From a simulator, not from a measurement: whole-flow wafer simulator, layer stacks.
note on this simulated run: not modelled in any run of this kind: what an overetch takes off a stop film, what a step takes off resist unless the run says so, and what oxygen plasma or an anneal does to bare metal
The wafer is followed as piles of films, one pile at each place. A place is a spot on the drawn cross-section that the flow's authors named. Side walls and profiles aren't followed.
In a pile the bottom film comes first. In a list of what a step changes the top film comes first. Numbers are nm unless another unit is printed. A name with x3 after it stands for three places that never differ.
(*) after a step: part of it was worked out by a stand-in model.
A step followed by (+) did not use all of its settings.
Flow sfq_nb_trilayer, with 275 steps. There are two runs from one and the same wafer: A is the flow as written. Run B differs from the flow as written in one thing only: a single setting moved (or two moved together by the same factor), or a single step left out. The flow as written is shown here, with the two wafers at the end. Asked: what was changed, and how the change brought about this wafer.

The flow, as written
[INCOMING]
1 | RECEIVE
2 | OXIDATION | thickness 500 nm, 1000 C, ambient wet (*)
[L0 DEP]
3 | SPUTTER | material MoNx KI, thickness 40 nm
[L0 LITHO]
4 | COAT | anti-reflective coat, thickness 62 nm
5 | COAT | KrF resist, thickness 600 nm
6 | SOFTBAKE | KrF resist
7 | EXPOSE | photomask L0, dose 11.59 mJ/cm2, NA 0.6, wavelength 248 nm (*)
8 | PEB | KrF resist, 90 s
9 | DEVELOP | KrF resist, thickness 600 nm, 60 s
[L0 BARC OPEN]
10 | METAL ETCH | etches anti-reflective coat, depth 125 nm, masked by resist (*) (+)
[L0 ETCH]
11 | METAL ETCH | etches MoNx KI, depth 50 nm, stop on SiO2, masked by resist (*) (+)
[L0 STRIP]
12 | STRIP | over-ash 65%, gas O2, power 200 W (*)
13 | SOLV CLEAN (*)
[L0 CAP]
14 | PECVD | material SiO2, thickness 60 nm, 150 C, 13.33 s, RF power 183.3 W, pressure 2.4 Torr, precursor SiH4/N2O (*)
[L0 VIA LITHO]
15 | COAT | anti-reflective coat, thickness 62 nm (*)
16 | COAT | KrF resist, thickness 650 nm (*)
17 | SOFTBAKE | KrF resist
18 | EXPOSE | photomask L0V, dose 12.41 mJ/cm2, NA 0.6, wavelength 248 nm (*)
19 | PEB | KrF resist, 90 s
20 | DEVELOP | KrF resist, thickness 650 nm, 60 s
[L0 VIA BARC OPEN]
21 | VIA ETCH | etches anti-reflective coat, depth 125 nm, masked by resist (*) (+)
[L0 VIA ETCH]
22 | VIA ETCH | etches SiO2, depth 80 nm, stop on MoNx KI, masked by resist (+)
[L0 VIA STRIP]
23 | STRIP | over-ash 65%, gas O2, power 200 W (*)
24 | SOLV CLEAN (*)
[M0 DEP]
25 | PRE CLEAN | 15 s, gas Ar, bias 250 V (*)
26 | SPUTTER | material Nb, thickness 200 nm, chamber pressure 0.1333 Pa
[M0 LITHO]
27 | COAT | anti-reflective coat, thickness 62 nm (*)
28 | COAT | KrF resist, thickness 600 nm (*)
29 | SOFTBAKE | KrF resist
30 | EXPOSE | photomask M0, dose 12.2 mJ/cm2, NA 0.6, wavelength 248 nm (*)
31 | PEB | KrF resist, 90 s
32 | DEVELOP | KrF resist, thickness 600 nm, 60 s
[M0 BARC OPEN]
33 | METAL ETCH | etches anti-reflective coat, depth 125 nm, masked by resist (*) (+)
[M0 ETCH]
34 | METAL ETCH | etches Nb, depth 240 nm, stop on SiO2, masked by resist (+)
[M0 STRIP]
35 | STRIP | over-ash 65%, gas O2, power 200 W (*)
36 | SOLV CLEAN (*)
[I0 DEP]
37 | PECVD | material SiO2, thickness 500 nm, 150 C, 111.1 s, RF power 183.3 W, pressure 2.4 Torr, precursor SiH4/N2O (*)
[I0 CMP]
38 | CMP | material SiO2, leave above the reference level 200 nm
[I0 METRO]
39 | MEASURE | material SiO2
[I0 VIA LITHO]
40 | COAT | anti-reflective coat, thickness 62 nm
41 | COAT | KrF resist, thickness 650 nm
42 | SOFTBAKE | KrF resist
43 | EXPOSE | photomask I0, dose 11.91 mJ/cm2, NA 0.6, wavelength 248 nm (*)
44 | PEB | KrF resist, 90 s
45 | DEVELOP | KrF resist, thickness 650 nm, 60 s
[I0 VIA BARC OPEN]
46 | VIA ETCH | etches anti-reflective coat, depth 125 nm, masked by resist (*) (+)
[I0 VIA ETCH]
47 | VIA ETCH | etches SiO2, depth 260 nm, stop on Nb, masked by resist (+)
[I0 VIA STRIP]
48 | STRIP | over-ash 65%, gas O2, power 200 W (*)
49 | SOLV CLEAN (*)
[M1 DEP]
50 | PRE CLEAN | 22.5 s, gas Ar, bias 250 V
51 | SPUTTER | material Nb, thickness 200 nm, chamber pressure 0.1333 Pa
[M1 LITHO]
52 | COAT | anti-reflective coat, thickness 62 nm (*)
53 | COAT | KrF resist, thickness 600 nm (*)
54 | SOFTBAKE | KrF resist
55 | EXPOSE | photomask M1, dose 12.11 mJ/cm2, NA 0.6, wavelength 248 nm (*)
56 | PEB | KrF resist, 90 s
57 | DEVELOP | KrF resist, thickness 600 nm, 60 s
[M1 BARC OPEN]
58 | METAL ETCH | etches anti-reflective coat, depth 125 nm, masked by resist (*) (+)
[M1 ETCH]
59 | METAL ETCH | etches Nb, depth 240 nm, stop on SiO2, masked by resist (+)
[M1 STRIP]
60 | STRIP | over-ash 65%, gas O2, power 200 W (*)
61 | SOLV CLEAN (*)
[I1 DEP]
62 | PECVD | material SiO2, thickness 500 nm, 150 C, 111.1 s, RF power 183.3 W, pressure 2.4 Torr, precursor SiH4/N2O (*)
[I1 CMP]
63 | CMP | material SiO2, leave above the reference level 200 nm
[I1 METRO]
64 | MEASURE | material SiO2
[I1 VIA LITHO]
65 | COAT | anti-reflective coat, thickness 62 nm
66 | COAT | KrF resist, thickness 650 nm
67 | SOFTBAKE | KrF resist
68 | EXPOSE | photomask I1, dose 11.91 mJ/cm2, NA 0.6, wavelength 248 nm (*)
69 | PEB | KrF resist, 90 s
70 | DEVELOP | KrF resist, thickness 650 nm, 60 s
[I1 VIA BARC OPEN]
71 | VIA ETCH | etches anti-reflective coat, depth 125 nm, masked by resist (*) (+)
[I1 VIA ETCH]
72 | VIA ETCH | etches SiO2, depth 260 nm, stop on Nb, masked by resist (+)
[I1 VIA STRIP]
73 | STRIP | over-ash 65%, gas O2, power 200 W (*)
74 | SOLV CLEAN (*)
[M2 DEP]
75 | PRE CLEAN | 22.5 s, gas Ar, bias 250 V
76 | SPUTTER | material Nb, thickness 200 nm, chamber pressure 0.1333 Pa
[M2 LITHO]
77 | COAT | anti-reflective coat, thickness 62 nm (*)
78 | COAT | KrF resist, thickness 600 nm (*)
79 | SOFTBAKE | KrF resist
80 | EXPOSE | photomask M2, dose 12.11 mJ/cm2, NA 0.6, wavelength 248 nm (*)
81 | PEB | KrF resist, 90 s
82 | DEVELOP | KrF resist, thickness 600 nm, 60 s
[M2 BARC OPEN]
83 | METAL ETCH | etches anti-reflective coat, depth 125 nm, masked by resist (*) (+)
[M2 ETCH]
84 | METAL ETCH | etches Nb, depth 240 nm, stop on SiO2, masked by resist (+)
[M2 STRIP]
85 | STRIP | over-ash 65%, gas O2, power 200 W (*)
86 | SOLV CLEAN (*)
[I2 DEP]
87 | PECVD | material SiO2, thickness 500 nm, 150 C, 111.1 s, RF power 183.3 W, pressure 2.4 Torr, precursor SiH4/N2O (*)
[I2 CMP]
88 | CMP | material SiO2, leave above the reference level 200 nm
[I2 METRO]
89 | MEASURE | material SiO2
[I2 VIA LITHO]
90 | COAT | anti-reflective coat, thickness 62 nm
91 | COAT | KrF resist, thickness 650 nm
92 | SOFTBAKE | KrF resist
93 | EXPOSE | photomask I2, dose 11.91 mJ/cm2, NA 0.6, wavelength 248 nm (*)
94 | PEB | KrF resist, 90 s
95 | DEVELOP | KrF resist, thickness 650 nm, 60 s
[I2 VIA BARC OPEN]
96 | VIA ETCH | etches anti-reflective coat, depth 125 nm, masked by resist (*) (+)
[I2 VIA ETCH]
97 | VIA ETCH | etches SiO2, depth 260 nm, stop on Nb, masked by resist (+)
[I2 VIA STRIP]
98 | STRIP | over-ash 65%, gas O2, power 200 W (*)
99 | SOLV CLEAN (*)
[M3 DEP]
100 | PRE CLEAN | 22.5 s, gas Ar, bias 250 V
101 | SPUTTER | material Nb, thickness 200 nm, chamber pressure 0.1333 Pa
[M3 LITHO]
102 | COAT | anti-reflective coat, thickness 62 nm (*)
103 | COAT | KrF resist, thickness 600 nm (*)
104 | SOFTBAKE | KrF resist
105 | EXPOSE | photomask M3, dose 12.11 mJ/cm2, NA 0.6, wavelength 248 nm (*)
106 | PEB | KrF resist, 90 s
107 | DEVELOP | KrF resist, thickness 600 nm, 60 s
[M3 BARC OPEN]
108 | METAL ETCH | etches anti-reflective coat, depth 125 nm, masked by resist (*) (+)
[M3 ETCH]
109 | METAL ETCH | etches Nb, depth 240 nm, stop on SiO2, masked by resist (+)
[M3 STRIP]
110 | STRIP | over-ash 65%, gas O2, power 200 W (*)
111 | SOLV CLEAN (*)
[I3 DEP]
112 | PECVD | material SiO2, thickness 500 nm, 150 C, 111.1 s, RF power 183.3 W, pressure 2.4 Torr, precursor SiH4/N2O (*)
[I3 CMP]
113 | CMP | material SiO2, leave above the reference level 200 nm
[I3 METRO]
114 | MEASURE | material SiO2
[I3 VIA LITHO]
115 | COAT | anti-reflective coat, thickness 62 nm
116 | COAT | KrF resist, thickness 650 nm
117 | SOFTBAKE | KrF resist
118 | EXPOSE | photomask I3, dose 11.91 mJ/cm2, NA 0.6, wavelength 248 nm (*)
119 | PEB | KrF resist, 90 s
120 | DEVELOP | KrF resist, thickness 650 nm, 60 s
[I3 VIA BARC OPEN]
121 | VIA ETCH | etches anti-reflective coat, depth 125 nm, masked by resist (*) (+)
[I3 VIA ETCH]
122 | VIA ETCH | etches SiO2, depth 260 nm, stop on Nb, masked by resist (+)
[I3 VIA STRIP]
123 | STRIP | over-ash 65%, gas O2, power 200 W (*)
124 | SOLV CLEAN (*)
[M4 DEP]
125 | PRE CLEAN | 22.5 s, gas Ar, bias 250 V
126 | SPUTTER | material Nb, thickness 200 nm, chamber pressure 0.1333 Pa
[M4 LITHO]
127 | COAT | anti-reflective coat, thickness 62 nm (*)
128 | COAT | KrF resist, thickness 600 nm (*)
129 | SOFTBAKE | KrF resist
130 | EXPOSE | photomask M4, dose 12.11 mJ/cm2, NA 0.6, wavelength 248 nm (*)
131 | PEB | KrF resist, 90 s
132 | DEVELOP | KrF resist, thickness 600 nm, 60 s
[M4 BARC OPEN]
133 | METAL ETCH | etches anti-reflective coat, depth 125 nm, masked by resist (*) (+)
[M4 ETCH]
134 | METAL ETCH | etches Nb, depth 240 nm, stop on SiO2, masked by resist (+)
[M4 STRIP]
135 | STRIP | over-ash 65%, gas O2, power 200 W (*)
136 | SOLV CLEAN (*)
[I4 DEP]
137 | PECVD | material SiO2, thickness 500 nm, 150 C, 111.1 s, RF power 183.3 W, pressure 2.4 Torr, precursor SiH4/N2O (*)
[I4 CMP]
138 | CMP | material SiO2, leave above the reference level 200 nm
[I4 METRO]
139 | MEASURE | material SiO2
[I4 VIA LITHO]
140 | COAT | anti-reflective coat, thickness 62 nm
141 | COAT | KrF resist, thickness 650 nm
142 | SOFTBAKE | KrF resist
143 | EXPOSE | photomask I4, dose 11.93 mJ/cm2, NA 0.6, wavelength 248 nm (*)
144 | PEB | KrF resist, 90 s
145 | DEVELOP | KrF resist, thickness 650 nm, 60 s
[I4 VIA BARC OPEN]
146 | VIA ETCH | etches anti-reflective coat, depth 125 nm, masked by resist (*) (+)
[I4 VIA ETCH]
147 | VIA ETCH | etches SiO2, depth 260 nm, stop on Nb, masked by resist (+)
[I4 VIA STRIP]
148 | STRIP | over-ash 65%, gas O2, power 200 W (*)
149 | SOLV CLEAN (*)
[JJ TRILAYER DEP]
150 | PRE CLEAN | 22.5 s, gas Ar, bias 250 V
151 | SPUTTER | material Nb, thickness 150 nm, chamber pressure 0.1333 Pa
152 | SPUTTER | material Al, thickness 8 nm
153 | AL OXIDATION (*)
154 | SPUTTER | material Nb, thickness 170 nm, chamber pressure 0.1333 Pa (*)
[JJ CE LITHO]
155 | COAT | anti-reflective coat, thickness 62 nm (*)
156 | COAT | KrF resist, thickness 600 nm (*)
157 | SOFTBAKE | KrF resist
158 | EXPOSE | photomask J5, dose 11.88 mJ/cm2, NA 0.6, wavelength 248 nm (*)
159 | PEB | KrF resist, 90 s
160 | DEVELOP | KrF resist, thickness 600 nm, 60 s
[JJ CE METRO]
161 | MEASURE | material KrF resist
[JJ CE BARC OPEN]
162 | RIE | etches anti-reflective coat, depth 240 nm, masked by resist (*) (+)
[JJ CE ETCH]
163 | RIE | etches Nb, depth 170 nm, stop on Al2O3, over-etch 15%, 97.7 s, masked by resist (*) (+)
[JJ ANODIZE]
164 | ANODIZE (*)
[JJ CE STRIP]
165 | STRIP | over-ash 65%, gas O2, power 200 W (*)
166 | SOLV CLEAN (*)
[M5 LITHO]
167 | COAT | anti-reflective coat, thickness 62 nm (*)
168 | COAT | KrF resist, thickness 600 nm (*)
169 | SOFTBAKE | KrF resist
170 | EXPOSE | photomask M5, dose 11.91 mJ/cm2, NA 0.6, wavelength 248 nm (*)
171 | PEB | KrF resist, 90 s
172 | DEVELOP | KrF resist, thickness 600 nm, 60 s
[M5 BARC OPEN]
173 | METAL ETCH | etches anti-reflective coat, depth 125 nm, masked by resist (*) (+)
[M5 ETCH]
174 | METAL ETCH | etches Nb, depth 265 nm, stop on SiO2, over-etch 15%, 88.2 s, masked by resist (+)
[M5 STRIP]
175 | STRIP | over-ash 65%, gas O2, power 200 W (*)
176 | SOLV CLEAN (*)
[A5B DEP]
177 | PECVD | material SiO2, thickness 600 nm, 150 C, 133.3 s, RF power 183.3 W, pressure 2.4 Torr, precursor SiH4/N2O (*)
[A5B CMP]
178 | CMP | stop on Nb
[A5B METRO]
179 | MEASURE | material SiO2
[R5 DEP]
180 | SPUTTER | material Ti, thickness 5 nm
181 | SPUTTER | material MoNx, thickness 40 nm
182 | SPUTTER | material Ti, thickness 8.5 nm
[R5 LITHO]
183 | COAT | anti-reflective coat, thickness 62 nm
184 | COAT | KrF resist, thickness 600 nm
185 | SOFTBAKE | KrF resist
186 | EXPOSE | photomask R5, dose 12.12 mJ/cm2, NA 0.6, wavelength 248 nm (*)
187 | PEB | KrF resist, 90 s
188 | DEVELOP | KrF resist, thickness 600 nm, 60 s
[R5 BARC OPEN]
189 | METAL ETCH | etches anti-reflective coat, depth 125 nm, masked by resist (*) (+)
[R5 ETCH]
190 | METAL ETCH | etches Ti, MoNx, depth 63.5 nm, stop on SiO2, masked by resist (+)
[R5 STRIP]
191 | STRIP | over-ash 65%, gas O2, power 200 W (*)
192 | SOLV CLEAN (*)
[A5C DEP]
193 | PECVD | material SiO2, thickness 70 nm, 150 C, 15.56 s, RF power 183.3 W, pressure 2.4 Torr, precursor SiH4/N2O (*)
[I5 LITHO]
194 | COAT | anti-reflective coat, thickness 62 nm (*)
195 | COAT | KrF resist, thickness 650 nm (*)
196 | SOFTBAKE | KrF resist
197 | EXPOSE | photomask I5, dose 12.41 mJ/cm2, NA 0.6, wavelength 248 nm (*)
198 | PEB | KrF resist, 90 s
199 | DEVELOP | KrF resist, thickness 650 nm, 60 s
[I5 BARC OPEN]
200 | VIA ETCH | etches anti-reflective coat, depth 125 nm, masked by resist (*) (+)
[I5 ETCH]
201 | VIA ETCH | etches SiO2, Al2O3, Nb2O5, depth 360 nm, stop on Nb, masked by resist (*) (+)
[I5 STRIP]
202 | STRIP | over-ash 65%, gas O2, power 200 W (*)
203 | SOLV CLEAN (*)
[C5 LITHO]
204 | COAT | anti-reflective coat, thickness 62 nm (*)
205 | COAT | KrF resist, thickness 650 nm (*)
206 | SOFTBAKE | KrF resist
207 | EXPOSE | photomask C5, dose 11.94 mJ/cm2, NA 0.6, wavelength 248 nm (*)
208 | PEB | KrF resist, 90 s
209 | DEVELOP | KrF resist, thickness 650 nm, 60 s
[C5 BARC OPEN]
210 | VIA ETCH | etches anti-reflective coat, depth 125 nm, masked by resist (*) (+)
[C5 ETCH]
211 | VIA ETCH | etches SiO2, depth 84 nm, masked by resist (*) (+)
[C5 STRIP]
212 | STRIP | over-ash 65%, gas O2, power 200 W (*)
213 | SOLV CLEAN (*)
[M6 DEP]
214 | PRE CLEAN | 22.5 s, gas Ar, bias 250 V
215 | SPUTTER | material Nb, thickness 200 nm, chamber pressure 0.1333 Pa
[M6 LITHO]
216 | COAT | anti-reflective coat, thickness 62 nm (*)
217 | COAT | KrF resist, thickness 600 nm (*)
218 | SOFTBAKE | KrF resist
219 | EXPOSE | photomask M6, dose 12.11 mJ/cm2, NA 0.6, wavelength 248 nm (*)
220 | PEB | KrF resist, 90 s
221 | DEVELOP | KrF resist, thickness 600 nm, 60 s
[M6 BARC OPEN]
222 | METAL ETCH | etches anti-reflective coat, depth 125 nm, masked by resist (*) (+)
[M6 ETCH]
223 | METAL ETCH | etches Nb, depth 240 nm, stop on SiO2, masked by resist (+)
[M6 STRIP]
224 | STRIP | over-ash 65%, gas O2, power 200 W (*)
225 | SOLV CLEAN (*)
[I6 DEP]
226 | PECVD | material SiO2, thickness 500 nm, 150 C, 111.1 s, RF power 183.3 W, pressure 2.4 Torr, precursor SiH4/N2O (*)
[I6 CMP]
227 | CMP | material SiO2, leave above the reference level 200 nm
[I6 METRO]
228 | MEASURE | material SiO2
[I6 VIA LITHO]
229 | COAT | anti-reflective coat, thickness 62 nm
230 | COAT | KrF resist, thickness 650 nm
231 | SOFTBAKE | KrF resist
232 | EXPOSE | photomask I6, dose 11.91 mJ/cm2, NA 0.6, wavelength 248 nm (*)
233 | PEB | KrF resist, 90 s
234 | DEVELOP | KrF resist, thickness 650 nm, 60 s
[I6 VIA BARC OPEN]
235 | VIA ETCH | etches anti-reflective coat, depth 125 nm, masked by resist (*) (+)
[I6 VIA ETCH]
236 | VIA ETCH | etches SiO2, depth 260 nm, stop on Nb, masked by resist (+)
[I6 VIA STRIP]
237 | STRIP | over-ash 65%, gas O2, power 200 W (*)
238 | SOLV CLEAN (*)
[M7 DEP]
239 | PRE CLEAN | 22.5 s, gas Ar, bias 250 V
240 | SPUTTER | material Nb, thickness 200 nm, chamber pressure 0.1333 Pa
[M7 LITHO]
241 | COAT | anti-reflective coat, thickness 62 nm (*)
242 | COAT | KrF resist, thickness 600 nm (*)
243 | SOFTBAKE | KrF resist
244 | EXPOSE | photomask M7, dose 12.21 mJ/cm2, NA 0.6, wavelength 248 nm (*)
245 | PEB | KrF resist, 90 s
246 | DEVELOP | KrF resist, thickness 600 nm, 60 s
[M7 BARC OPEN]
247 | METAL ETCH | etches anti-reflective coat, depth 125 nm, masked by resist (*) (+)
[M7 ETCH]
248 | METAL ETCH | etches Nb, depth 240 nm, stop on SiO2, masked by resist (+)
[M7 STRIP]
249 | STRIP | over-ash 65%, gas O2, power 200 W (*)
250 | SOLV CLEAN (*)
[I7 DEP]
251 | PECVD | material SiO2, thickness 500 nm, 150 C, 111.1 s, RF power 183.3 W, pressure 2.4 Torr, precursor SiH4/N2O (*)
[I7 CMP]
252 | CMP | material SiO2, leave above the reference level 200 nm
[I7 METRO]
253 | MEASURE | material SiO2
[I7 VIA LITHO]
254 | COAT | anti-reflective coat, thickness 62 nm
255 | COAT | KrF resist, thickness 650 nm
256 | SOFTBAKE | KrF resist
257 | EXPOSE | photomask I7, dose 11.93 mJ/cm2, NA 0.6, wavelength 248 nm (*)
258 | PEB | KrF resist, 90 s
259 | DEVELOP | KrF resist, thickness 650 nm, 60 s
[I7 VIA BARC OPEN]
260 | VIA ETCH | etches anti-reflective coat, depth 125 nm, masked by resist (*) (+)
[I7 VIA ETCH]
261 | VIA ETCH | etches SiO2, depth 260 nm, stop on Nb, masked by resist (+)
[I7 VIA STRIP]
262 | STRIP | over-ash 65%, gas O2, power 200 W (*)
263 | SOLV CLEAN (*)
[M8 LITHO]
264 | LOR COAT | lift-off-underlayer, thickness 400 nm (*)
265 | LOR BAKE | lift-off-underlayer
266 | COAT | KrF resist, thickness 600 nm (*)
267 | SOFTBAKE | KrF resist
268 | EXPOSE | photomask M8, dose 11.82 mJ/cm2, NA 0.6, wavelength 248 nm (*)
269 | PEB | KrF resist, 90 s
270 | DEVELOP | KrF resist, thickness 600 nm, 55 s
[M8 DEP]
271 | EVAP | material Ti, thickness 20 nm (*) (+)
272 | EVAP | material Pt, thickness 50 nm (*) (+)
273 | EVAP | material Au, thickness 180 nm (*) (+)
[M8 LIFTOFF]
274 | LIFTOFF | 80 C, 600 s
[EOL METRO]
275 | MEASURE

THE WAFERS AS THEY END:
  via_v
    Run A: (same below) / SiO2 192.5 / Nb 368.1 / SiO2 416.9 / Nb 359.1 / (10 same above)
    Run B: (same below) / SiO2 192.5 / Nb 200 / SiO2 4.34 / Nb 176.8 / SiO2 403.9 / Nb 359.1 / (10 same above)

The reason: step 72, VIA ETCH: depth 188 nm was run, while the flow as written has depth 260 nm.

The path from the change to this, step by step:
  72 | VIA ETCH | etches SiO2, depth 260 nm, stop on Nb, masked by resist (+)
      via_v: A -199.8 SiO2 (all of it) | B -188 SiO2
      field_l, v_sur, via_wl and 102 more: A -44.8 KrF resist | B -32.4 KrF resist
  73 | STRIP | over-ash 65%, gas O2, power 200 W (*)
      field_l, v_sur, via_wl and 102 more: A -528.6 KrF resist (all of it), -62 anti-reflective coat (all of it) | B -541 KrF resist (all of it), -62 anti-reflective coat (all of it)
  75 | PRE CLEAN | 22.5 s, gas Ar, bias 250 V
      via_v: A -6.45 Nb | B -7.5 SiO2
  76 | SPUTTER | material Nb, thickness 200 nm, chamber pressure 0.1333 Pa
      via_v: A +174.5 Nb | B +176.8 Nb (new film)
  87 | PECVD | material SiO2, thickness 500 nm, 150 C, 111.1 s, RF power 183.3 W, pressure 2.4 Torr, precursor SiH4/N2O (*)
      via_v: A +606 SiO2 (new film) | B +593 SiO2 (new film)
Taking metal films that touch as one body, via_v has 7 bodies (between them, from the top down: SiO2 437.8; SiO2 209 / Al2O3 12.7 / Nb2O5 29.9; SiO2 425.9; SiO2 403.9; SiO2 4.34; SiO2 192.5); the flow as written gives 6 bodies (between them, from the top down: SiO2 437.8; SiO2 209 / Al2O3 12.7 / Nb2O5 29.9; SiO2 425.9; SiO2 416.9; SiO2 192.5).
